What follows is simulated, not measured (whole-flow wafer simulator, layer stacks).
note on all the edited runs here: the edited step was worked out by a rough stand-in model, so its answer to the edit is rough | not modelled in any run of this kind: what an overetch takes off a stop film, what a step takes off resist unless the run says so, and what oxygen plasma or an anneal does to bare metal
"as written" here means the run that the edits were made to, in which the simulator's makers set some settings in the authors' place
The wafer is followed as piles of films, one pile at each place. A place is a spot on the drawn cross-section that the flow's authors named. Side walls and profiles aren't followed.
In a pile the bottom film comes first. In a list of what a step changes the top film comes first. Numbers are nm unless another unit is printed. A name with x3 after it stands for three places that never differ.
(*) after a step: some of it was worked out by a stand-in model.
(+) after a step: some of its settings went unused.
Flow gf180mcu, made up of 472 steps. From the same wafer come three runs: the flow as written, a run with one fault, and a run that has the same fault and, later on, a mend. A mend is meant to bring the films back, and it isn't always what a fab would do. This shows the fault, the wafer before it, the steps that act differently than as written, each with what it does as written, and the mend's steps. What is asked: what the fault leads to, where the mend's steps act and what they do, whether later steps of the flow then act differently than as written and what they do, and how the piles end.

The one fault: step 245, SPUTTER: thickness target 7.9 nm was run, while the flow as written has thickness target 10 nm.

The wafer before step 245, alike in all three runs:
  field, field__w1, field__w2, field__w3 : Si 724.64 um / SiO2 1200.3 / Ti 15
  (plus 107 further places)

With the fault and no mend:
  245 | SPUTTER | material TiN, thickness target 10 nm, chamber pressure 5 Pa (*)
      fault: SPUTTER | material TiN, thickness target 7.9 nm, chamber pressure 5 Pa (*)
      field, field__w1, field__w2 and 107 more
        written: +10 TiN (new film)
        fault: +7.9 TiN (new film)
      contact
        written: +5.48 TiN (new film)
        fault: +4.33 TiN (new film)
  Later steps of the flow acting differently than as written (1 other step is not shown; it differs only slightly, by no more than 2% or 0.5 nm, whichever is larger):
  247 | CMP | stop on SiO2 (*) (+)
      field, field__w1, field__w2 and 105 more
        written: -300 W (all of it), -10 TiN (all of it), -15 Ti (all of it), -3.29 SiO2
        fault: -300 W (all of it), -7.9 TiN (all of it), -15 Ti (all of it), -3.27 SiO2
  The piles end different from the flow's at contact, polyc_n, polyc_p by more than 2% or 0.5 nm, whichever is larger.
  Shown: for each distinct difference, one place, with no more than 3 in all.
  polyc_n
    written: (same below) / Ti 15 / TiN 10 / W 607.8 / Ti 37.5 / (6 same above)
    fault: (same below) / Ti 15 / TiN 7.9 / W 609.9 / Ti 37.5 / (6 same above)
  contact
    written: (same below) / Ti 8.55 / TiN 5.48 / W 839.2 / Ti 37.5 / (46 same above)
    fault: (same below) / Ti 8.55 / TiN 4.33 / W 840.4 / Ti 37.5 / (46 same above)

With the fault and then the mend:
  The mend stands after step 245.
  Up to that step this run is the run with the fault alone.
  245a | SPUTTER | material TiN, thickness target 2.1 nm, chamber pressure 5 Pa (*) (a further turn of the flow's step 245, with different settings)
      field, field__w1, field__w2 and 107 more
        +2.1 TiN
      contact
        +1.15 TiN
  Later steps of the flow that are run all act as written at every place that is followed.
  At every place that both follow, the piles at the end match the flow's.
